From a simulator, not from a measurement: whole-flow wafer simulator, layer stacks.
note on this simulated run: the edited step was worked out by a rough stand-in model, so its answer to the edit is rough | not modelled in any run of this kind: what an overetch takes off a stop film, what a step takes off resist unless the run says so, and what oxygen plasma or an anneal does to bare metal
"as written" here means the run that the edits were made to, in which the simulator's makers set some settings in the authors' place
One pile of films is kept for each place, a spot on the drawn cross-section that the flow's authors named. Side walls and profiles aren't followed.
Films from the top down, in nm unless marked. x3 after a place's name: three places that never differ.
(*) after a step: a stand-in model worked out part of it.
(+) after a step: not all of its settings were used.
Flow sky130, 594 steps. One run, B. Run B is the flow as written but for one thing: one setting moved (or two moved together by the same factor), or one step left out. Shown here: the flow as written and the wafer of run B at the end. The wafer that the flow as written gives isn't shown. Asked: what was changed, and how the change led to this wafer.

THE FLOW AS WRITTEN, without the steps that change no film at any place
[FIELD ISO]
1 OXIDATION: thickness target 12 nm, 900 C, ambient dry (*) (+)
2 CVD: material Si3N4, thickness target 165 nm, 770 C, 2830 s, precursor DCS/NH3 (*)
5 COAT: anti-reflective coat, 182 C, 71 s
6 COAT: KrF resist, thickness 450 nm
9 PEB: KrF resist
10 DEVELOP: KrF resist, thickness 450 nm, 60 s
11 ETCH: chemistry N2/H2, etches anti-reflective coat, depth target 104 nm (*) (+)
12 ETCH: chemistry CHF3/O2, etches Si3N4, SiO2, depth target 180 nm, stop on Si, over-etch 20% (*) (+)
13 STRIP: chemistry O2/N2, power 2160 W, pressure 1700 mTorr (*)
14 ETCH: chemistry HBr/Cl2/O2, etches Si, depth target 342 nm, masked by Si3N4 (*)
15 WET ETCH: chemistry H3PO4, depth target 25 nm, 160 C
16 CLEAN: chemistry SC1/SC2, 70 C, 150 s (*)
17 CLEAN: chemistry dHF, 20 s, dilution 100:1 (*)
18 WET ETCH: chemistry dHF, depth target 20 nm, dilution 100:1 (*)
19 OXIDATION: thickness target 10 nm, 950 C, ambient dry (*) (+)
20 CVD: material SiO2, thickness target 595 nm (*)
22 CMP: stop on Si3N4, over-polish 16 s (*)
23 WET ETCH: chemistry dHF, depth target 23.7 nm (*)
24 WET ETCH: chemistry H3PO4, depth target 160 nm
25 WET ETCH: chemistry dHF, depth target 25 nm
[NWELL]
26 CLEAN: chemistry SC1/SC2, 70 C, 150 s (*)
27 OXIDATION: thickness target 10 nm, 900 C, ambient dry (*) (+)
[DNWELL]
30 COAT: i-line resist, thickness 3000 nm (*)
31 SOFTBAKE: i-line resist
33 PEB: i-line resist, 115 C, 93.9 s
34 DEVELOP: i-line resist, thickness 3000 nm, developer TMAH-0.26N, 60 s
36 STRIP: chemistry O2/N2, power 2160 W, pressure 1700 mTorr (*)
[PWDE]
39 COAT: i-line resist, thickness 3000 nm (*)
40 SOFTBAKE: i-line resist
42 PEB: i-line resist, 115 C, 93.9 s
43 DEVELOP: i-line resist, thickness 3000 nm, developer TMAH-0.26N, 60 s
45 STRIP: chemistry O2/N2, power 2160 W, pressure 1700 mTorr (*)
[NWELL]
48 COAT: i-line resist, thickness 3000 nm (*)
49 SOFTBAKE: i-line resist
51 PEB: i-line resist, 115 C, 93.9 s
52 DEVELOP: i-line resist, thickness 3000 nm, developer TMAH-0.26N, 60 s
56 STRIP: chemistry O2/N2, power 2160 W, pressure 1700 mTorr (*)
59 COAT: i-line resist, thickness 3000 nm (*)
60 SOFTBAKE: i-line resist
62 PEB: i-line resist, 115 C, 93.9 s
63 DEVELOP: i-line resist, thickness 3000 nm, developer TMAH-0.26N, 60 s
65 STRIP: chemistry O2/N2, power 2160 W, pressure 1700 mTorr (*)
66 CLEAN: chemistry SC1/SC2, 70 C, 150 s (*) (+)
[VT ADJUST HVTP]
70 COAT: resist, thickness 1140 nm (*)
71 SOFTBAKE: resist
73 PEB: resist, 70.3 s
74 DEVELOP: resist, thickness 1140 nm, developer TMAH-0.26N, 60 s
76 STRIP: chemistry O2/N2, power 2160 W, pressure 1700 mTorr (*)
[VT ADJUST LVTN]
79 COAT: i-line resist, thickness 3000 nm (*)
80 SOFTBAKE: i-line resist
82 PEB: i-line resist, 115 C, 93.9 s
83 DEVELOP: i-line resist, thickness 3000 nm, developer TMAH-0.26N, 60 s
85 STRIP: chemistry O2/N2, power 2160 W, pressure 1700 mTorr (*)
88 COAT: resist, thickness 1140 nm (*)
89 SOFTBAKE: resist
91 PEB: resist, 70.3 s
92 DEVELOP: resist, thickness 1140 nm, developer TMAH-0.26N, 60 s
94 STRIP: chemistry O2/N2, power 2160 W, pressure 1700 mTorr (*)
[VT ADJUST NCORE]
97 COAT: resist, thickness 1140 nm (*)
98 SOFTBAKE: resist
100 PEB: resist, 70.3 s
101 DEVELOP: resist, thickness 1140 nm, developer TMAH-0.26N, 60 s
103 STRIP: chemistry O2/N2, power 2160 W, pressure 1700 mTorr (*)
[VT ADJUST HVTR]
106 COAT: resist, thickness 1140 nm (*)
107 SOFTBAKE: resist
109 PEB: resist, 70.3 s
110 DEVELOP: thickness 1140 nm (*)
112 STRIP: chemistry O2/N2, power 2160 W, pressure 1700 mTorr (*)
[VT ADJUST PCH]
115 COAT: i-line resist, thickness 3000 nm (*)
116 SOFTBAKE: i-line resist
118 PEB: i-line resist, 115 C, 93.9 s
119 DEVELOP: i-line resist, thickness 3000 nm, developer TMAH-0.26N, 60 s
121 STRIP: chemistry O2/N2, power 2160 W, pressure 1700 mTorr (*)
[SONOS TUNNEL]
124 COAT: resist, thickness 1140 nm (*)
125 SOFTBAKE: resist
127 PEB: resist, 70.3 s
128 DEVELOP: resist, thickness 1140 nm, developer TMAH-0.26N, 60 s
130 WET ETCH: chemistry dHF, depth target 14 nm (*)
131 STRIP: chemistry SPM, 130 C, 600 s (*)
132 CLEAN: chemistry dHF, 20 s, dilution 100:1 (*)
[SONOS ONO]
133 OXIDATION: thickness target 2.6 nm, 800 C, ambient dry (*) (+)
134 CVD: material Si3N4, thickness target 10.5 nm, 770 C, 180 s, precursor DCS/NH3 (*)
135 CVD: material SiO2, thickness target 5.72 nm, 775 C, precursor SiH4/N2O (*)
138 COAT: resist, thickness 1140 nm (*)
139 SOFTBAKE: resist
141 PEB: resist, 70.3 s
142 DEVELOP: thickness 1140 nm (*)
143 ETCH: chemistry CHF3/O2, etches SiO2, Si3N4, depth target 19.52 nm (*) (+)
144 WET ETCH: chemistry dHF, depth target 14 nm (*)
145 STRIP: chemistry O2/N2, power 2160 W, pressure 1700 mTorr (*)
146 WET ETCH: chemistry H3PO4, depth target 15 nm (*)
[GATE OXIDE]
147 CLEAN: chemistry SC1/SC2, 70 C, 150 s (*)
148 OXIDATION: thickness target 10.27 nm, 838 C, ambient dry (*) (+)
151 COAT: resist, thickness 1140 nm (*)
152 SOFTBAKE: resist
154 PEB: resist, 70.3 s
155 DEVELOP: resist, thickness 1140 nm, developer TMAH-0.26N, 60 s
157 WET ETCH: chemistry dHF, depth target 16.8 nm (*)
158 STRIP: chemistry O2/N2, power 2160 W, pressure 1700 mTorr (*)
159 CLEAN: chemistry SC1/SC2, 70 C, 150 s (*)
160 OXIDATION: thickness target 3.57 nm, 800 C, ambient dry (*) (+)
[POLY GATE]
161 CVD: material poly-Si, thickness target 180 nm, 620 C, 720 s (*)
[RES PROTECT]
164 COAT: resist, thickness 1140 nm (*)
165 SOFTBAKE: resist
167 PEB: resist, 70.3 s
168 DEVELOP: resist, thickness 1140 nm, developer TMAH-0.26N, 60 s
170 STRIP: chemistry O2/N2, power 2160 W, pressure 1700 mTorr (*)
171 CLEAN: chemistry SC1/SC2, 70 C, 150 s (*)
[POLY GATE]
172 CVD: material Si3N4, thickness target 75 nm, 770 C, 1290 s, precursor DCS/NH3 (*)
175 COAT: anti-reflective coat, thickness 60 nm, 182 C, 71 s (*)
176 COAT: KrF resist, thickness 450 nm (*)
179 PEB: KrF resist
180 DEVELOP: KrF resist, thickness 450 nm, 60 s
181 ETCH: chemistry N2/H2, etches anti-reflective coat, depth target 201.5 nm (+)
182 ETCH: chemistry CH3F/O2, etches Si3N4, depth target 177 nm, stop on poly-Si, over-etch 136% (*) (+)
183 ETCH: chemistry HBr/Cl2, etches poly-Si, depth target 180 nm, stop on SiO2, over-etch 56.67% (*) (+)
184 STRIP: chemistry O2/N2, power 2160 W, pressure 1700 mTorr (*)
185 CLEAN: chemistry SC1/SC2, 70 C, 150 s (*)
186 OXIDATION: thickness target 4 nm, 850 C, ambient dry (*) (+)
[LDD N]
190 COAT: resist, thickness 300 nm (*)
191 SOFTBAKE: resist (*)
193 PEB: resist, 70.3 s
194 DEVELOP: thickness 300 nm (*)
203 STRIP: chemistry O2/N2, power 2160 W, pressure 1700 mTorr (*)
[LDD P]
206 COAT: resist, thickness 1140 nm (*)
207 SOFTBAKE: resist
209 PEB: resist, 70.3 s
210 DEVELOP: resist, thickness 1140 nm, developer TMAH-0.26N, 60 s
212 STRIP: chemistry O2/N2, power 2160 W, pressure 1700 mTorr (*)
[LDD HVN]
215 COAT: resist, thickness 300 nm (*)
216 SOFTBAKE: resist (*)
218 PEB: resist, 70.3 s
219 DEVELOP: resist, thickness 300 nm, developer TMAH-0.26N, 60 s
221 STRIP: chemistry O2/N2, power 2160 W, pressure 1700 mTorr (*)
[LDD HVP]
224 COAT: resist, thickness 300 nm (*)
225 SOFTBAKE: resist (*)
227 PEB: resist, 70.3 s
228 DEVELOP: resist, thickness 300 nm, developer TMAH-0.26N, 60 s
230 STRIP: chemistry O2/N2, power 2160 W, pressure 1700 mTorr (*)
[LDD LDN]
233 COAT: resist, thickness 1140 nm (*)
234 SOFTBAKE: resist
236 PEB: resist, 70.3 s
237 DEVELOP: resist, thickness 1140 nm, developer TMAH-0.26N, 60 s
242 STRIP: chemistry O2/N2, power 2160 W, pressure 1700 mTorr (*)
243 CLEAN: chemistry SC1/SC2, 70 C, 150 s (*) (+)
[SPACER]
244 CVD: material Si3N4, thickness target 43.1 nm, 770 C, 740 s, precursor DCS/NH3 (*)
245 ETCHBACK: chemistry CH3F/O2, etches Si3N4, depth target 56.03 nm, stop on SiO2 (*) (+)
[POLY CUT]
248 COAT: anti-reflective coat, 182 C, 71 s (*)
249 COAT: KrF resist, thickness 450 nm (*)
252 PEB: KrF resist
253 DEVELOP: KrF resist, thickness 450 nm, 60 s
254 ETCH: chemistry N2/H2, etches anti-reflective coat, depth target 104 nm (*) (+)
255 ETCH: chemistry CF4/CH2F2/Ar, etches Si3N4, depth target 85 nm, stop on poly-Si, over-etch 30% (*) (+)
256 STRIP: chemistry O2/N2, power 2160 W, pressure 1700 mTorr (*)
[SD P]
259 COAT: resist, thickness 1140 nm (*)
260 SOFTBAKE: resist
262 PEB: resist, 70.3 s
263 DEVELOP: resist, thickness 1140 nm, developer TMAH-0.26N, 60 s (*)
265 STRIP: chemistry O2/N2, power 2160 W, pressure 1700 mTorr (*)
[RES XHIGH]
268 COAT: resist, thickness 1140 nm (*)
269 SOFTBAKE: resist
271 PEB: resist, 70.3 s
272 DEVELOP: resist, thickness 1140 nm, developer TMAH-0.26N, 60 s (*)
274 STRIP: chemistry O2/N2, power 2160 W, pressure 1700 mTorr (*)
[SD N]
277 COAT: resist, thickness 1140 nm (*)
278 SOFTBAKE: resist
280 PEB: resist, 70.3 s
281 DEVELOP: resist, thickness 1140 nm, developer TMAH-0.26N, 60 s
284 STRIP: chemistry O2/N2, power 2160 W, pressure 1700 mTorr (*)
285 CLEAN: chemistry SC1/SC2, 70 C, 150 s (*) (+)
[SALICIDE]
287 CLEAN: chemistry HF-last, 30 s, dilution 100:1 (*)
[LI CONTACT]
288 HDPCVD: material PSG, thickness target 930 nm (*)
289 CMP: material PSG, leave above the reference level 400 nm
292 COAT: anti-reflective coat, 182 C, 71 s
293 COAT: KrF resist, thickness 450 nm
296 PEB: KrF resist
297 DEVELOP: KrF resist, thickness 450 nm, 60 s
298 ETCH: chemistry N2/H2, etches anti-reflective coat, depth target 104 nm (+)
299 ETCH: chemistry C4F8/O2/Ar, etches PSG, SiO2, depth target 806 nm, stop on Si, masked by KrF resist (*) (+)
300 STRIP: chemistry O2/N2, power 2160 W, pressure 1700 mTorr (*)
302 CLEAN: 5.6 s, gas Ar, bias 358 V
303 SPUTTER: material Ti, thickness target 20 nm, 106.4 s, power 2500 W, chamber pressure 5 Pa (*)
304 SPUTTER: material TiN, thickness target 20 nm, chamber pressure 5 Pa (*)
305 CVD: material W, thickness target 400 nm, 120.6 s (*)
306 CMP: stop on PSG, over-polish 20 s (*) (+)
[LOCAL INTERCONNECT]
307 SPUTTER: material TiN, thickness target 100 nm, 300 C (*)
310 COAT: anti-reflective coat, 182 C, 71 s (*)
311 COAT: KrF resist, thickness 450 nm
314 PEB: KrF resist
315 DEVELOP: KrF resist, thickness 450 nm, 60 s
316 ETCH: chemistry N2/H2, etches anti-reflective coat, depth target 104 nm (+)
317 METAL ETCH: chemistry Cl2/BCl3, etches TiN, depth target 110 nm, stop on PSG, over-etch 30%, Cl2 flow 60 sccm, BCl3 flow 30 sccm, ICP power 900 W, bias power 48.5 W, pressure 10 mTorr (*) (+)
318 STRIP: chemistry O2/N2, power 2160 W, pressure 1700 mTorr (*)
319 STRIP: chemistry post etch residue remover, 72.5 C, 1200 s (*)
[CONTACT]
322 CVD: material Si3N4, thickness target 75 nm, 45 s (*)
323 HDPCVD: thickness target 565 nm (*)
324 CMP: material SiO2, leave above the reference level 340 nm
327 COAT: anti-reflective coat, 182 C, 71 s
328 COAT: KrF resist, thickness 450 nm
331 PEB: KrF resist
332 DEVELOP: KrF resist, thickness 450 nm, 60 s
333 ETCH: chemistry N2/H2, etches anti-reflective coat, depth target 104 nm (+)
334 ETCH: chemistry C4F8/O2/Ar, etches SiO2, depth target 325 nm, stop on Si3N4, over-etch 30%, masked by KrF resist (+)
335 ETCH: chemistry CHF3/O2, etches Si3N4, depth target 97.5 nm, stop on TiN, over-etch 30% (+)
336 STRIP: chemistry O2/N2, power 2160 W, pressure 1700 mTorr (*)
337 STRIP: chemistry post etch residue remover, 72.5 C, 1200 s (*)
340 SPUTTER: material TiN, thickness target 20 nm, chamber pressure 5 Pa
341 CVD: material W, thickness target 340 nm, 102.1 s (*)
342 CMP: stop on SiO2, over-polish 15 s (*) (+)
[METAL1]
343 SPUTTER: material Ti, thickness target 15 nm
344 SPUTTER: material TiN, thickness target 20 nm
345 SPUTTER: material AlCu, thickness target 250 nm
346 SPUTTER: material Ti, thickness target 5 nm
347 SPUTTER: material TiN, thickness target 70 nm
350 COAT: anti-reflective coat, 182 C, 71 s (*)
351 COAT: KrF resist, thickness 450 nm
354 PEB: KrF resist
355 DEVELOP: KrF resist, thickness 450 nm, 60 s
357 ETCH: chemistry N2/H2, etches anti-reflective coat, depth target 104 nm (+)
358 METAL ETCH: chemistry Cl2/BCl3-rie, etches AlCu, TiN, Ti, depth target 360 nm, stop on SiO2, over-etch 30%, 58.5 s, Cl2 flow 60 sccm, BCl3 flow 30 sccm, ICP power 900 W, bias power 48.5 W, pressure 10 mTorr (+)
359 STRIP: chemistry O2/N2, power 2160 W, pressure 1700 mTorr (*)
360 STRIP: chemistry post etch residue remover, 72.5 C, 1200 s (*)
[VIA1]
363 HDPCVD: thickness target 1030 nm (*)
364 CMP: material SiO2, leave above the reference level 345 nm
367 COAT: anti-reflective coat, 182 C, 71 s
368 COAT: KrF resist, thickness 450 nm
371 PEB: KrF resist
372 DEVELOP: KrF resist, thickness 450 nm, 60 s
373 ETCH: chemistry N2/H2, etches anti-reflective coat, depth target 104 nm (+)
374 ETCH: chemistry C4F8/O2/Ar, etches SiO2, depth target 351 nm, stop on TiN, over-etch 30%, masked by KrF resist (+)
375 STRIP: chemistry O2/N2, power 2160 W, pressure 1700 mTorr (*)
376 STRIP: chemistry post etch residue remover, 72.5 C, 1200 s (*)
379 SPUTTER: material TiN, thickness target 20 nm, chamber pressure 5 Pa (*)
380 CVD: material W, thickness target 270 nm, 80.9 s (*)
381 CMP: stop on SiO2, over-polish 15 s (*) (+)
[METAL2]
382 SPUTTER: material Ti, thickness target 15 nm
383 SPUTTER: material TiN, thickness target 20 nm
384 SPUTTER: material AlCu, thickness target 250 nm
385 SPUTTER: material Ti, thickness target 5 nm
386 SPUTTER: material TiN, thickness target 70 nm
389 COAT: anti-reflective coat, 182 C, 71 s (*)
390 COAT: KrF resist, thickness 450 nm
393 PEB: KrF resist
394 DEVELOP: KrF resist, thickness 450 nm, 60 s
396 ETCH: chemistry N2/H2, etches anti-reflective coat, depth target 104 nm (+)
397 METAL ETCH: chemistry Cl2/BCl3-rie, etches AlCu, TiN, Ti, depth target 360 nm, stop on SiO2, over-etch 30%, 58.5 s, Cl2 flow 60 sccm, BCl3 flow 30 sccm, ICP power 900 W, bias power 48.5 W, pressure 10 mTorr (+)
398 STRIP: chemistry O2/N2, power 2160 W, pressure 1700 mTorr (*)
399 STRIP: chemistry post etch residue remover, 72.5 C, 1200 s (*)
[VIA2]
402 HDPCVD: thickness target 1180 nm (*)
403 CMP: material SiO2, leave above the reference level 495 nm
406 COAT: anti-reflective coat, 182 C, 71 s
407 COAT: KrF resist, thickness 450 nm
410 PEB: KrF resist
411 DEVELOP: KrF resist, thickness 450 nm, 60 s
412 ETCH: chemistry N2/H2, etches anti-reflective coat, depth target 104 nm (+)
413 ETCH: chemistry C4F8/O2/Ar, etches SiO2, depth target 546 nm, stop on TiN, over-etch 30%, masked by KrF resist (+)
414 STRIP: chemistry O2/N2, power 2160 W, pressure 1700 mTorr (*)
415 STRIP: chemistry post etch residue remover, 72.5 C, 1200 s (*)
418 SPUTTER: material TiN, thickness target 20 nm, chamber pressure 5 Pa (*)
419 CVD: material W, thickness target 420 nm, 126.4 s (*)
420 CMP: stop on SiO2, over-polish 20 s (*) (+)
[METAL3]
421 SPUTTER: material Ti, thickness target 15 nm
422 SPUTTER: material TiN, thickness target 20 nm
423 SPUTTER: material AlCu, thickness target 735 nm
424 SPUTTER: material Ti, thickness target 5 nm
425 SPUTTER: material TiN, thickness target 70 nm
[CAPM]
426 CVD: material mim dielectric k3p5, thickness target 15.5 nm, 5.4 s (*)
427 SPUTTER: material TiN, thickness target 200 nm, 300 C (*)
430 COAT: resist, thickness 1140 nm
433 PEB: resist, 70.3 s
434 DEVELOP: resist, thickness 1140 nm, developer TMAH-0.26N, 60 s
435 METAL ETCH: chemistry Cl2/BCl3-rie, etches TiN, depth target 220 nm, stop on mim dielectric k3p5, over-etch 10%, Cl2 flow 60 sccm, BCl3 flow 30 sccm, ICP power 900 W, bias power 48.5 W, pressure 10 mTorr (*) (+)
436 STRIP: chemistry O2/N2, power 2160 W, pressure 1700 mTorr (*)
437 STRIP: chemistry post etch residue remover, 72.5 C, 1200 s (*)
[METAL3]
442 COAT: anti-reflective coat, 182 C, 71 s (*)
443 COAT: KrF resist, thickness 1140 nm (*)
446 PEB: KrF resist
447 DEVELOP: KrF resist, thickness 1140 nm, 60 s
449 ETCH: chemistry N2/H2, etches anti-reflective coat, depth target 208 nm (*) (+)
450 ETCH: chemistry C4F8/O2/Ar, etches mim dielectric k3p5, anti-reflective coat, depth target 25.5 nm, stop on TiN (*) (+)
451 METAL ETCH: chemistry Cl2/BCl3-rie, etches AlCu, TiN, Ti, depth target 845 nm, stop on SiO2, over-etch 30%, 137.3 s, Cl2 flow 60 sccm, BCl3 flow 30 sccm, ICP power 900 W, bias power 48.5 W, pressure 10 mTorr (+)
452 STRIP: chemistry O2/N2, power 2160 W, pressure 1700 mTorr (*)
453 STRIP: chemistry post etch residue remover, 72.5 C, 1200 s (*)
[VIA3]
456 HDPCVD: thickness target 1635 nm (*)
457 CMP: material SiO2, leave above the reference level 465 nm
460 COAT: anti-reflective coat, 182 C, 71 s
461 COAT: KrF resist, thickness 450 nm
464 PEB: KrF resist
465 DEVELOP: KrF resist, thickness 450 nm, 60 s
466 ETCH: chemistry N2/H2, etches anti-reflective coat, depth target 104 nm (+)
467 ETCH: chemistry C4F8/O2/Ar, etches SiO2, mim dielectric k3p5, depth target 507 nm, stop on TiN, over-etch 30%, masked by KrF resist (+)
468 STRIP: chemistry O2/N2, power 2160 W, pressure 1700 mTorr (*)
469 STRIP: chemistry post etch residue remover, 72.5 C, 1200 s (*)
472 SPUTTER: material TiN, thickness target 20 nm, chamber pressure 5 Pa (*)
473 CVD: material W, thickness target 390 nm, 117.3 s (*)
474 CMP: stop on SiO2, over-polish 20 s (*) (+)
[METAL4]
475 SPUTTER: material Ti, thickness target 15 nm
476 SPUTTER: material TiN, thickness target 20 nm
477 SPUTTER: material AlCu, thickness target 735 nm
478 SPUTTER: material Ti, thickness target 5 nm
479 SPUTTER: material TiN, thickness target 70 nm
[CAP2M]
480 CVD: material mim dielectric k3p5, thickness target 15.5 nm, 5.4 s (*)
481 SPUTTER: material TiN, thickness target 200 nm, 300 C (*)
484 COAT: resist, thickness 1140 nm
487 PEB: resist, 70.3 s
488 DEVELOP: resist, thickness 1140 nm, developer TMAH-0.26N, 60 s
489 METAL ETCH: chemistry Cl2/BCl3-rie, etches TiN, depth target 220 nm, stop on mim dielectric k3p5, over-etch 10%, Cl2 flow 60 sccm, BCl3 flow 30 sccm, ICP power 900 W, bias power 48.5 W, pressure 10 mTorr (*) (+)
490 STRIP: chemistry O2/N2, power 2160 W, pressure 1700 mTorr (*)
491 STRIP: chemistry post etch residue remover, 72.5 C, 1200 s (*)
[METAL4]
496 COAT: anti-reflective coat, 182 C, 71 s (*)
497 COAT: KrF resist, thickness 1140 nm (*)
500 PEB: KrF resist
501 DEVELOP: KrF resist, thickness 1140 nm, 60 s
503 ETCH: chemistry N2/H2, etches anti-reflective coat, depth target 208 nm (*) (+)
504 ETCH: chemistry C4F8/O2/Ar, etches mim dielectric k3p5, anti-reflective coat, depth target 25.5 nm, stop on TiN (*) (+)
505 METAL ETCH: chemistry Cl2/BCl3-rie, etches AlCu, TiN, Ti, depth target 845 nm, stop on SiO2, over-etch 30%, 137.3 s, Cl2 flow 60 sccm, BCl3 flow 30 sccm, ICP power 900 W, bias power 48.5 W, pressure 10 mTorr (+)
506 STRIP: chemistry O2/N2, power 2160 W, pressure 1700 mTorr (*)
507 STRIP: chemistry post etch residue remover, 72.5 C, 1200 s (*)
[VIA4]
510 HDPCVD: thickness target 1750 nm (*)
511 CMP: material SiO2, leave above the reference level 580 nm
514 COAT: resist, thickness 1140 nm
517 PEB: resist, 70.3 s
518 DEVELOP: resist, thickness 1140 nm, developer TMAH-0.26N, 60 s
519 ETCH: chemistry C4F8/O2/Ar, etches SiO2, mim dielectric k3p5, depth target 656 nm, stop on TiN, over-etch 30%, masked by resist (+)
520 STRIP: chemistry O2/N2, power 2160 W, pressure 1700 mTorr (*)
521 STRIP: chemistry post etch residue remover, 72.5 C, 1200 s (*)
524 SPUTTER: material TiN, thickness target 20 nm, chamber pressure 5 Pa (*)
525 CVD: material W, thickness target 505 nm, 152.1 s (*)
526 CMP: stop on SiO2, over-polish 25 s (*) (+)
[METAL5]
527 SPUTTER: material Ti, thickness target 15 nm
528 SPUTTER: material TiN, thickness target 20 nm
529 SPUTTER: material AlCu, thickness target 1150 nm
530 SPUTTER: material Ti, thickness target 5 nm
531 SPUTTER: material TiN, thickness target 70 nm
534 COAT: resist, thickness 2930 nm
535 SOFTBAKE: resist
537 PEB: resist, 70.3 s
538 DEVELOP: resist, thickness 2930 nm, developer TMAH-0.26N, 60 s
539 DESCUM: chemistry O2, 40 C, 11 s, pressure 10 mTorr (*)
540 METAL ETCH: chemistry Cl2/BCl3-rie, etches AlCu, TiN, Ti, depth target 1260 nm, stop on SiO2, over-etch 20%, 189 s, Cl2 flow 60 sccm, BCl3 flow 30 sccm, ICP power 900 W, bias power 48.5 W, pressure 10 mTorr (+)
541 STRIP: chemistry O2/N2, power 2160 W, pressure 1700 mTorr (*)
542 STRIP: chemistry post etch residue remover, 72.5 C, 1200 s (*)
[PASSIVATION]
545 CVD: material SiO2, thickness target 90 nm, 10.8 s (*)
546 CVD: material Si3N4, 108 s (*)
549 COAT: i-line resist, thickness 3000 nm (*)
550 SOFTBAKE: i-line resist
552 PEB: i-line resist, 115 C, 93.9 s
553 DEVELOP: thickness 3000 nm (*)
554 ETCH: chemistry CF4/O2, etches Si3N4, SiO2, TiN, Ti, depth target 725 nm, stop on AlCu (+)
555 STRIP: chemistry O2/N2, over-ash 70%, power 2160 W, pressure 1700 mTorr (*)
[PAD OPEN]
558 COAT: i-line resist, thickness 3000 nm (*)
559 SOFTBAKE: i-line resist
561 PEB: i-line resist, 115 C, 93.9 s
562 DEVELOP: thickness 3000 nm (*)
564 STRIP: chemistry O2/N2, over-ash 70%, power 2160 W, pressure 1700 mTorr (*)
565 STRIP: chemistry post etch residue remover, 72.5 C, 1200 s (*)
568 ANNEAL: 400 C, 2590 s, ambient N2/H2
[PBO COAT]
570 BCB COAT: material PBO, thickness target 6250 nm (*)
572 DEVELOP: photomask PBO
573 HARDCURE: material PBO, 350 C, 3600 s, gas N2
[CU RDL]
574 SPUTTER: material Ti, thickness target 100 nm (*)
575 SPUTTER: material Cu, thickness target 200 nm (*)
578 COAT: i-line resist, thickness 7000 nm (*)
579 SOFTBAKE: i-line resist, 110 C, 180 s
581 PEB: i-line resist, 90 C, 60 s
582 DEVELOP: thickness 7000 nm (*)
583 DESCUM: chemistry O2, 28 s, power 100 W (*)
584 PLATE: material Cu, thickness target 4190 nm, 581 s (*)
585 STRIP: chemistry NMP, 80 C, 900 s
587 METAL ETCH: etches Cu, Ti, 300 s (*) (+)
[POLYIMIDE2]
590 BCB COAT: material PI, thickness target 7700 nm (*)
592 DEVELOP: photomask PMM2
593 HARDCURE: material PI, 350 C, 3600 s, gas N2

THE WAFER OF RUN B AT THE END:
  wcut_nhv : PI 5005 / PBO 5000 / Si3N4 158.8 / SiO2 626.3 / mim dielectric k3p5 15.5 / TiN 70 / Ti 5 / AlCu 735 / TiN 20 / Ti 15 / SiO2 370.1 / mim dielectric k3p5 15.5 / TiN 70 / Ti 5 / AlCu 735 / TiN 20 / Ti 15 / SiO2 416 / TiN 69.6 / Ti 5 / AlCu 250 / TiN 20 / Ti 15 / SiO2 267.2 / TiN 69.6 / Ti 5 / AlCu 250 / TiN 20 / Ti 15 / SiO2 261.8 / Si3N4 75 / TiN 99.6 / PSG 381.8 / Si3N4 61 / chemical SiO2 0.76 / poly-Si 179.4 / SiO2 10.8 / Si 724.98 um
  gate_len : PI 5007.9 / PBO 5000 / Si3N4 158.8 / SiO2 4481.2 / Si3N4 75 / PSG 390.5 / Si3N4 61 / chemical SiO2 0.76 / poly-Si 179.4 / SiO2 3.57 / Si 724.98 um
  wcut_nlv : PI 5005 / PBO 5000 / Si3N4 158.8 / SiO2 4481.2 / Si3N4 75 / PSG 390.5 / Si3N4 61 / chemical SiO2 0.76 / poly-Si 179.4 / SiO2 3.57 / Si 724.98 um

The cause: step 545, CVD: thickness target 121 nm was run, where the flow has thickness target 90 nm; step 545, CVD: 14.5 s was run, where the flow has 10.8 s.

How the change led to this, step by step:
  545 CVD: material SiO2, thickness target 90 nm, 10.8 s (*)
      field, active, gate and 175 more: SiO2 +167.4 (as written it would be: SiO2 +125.2)
      n_well, p_well, sd_n and 12 more: SiO2 +167.4 (new film) (as written it would be: SiO2 +125.2 (new film))
  550 SOFTBAKE: i-line resist
      active: i-line resist +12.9 (as written it would be: i-line resist +12)
      gate: i-line resist -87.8 (as written it would be: i-line resist -85.5)
      (and at 55 more places)
  554 ETCH: chemistry CF4/O2, etches Si3N4, SiO2, TiN, Ti, depth target 725 nm, stop on AlCu (+)
      field, active, n_well and 189 more: i-line resist -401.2 (as written it would be: i-line resist -358.9)
      pad: Si3N4 -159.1 (all of it), SiO2 -167.4 (all of it), TiN -69.6 (all of it), Ti -5 (all of it) (as written it would be: Si3N4 -159.1 (all of it), SiO2 -125.2 (all of it), TiN -69.6 (all of it), Ti -5 (all of it))
  555 STRIP: chemistry O2/N2, over-ash 70%, power 2160 W, pressure 1700 mTorr (*)
      n_well, p_well, sd_n, sd_p: i-line resist -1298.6 (all of it) (as written it would be: i-line resist -1340.8 (all of it))
      m1: i-line resist -1323.4 (all of it) (as written it would be: i-line resist -1364.1 (all of it))
      (and at 8 more places)
  558 COAT: i-line resist, thickness 3000 nm (*)
      pad: i-line resist +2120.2 (new film) (as written it would be: i-line resist +2077.7 (new film))
  559 SOFTBAKE: i-line resist
      field: i-line resist +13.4 (as written it would be: i-line resist +12.5)
      active: i-line resist +12.9 (as written it would be: i-line resist +12)
      (and at 61 more places)
  561 PEB: i-line resist, 115 C, 93.9 s
      pad: i-line resist -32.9 (as written it would be: i-line resist -32.2)
  562 DEVELOP: thickness 3000 nm (*)
      pad: i-line resist -2087.3 (all of it) (as written it would be: i-line resist -2045.5 (all of it))
  578 COAT: i-line resist, thickness 7000 nm (*)
      pad: i-line resist +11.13 um (new film) (as written it would be: i-line resist +11.08 um (new film))
  579 SOFTBAKE: i-line resist, 110 C, 180 s
      mim, vcap_hvt: i-line resist -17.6 (as written it would be: i-line resist -16.8)
      ndiff_licon_rim, ndiff_licon: i-line resist -8.56 (as written it would be: i-line resist -8.01)
      (and at 17 more places)
  582 DEVELOP: thickness 7000 nm (*)
      pad: i-line resist -11.12 um (all of it) (as written it would be: i-line resist -11.08 um (all of it))
